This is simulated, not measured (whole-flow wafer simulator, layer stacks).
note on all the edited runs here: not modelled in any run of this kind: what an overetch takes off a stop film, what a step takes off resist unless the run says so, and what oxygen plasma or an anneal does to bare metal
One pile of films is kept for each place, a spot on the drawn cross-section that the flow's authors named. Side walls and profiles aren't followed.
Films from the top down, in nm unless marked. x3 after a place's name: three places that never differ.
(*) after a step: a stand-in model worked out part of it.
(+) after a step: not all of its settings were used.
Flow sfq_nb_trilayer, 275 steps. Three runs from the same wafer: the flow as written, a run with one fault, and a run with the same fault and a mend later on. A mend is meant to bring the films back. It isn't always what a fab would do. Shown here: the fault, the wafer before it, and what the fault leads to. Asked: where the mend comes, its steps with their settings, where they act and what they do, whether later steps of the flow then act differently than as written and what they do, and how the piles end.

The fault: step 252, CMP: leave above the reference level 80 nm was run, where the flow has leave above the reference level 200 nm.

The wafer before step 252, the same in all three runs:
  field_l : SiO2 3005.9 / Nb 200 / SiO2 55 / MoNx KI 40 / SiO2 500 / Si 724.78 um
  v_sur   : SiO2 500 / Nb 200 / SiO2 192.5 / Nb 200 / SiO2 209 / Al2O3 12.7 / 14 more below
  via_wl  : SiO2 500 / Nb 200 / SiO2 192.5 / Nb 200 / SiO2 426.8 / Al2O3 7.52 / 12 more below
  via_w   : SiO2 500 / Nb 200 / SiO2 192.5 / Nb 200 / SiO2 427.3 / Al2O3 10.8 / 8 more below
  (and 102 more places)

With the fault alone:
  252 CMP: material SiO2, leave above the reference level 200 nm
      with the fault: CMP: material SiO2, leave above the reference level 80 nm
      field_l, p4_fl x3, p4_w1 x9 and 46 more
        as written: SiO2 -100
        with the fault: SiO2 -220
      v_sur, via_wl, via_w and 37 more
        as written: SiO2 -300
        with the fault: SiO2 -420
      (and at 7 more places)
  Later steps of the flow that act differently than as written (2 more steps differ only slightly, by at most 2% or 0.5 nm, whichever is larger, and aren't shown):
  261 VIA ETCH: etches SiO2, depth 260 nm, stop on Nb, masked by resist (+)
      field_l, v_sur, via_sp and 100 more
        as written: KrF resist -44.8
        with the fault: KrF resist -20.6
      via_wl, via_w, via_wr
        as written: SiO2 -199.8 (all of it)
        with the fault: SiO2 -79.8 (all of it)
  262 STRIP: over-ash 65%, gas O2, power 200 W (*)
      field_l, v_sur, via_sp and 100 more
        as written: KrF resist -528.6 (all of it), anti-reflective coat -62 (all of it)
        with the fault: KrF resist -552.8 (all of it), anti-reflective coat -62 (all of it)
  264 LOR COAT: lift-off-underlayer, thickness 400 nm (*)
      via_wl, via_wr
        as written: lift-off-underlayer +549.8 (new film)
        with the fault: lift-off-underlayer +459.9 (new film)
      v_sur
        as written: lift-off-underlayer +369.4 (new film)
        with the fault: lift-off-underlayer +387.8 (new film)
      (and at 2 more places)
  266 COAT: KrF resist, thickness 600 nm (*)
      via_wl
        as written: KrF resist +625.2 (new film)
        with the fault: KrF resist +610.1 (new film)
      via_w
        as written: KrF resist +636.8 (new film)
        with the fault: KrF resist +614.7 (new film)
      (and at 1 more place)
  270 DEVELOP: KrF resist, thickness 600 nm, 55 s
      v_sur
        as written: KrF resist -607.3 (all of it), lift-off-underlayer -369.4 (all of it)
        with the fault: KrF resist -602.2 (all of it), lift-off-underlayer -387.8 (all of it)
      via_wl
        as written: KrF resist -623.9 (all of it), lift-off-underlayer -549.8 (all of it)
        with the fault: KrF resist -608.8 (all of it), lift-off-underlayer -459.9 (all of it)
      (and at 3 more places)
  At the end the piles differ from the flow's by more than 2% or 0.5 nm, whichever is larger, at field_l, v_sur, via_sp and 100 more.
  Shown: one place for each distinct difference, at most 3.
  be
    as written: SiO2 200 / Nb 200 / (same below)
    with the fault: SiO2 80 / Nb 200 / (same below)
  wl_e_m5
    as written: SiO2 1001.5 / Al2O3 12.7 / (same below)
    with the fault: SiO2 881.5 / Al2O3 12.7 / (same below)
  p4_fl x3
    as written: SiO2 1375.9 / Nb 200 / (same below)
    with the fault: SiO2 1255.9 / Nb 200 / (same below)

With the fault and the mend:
  The mend comes after step 259.
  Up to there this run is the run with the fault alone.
  259a STRIP: over-ash 65%, gas O2, power 200 W (*)
      field_l, v_sur, via_sp and 100 more
        KrF resist -625.1 (all of it), anti-reflective coat -62 (all of it)
      via_wl, via_w, via_wr
        anti-reflective coat -62 (all of it)
  259b PECVD: material SiO2, thickness 120 nm, 150 C, 26.67 s, RF power 183.3 W, pressure 2.4 Torr, precursor SiH4/N2O (the flow's step 251 once more, with other settings)
      field_l, v_sur, via_wl and 103 more
        SiO2 +120
  259c COAT: anti-reflective coat, thickness 62 nm (the flow's step 254 once more)
      field_l, v_sur, via_wl and 103 more
        anti-reflective coat +62 (new film)
  259d COAT: KrF resist, thickness 650 nm (the flow's step 255 once more)
      field_l, v_sur, via_wl and 103 more
        KrF resist +650 (new film)
  259e SOFTBAKE: KrF resist (the flow's step 256 once more)
      changes no film at any place that is followed
  259f EXPOSE: photomask I7, dose 11.93 mJ/cm2, NA 0.6, wavelength 248 nm (*) (the flow's step 257 once more)
      changes no film at any place that is followed
  259g PEB: KrF resist, 90 s (the flow's step 258 once more)
      field_l, v_sur, via_wl and 103 more
        KrF resist -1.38
  259h DEVELOP: KrF resist, thickness 650 nm, 60 s (the flow's step 259 once more)
      field_l, v_sur, via_sp and 100 more
        KrF resist -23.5
      via_wl, via_w, via_wr
        KrF resist -648.6 (all of it)
  No later step of the flow acts differently than as written at any place that is followed.
  At the end the piles are the same as the flow's at every place that both follow.
